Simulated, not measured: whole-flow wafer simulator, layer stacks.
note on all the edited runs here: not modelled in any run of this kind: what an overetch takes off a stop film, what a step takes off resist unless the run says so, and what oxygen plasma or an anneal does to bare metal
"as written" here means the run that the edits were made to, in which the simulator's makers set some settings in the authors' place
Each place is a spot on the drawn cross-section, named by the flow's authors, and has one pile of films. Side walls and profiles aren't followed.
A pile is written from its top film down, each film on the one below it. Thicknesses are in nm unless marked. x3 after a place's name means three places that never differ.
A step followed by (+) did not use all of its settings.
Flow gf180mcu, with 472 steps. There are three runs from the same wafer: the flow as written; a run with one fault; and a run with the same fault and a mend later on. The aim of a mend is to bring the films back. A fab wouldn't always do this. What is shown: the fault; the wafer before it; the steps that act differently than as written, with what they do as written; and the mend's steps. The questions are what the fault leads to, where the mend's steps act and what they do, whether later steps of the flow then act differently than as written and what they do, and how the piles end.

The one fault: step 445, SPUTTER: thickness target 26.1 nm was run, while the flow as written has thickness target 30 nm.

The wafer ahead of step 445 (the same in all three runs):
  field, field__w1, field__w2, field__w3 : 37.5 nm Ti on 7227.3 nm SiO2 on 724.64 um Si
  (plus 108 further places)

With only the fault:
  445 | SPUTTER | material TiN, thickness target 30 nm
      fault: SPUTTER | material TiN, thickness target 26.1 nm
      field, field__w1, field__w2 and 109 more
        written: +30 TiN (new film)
        fault: +26.1 TiN (new film)
  Later steps of the flow acting differently than as written (5 other steps are not shown; they differ only slightly, by no more than 2% or 0.5 nm, whichever is larger):
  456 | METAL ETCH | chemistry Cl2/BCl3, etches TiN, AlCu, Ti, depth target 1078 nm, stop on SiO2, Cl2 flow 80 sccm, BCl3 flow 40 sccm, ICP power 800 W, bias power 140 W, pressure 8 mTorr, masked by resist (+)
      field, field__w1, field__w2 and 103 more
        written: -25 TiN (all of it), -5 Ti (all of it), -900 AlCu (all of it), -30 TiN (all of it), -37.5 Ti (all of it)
        fault: -25 TiN (all of it), -5 Ti (all of it), -900 AlCu (all of it), -26.1 TiN (all of it), -37.5 Ti (all of it)
  The piles end different from the flow's at field__w8, contact, m1, m1__w1, pad, m1_nw by more than 2% or 0.5 nm, whichever is larger.
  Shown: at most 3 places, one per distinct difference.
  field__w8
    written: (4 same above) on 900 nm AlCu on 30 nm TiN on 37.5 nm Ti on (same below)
    fault: (4 same above) on 900 nm AlCu on 26.1 nm TiN on 37.5 nm Ti on (same below)
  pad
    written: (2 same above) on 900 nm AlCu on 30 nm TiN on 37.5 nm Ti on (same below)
    fault: (2 same above) on 900 nm AlCu on 26.1 nm TiN on 37.5 nm Ti on (same below)

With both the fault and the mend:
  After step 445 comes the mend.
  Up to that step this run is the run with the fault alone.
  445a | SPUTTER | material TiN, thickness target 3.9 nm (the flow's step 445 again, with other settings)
      field, field__w1, field__w2 and 109 more
        +3.9 TiN
  Every later step of the flow that is run acts as written at every place that is followed.
  The piles end the same as the flow's at every place that both follow.
